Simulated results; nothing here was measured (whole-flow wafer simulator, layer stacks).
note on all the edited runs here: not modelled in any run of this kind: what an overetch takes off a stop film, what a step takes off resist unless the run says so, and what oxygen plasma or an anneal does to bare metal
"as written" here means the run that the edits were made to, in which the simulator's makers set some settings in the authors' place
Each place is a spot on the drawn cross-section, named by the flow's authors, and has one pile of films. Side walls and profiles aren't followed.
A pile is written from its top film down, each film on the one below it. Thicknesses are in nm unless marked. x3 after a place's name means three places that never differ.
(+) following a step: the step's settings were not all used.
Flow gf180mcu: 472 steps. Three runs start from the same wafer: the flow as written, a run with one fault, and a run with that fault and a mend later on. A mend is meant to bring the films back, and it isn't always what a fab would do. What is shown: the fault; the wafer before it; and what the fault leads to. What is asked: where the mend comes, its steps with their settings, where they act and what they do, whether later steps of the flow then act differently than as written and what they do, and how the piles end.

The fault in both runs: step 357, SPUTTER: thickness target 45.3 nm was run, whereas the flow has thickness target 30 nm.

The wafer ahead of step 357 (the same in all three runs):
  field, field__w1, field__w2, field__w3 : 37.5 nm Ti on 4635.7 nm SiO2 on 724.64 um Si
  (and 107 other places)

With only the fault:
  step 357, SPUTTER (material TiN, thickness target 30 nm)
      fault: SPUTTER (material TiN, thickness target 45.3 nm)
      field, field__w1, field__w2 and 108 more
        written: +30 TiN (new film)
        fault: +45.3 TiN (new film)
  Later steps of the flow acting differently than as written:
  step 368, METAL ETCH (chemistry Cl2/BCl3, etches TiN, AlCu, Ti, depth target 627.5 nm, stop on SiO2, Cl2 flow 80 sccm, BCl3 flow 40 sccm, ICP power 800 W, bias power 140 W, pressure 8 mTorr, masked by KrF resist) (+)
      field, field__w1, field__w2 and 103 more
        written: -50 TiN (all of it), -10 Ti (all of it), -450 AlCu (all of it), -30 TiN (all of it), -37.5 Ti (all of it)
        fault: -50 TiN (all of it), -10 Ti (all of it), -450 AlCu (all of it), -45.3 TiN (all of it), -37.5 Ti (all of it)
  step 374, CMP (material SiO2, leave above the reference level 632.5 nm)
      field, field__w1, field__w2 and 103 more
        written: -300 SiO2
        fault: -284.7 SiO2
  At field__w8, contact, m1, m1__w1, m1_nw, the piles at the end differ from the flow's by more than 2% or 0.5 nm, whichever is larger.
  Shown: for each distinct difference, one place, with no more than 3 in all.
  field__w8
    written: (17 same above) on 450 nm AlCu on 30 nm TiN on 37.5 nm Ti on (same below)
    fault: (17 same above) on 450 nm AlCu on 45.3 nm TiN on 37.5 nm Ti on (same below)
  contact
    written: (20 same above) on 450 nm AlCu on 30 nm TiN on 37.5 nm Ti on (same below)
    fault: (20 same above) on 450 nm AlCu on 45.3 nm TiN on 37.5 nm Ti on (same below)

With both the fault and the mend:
  After step 357 comes the mend.
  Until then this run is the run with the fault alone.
  step 357a, METAL ETCH (chemistry Cl2/BCl3, etches TiN, AlCu, Ti, depth target 15.3 nm, Cl2 flow 80 sccm, BCl3 flow 40 sccm, ICP power 800 W, bias power 140 W, pressure 8 mTorr) (the flow's step 260, run once more with other settings)
      field, field__w1, field__w2 and 108 more
        -15.3 TiN
  Later steps of the flow that are run all act as written at every place that is followed.
  At every place that both follow, the piles at the end match the flow's.
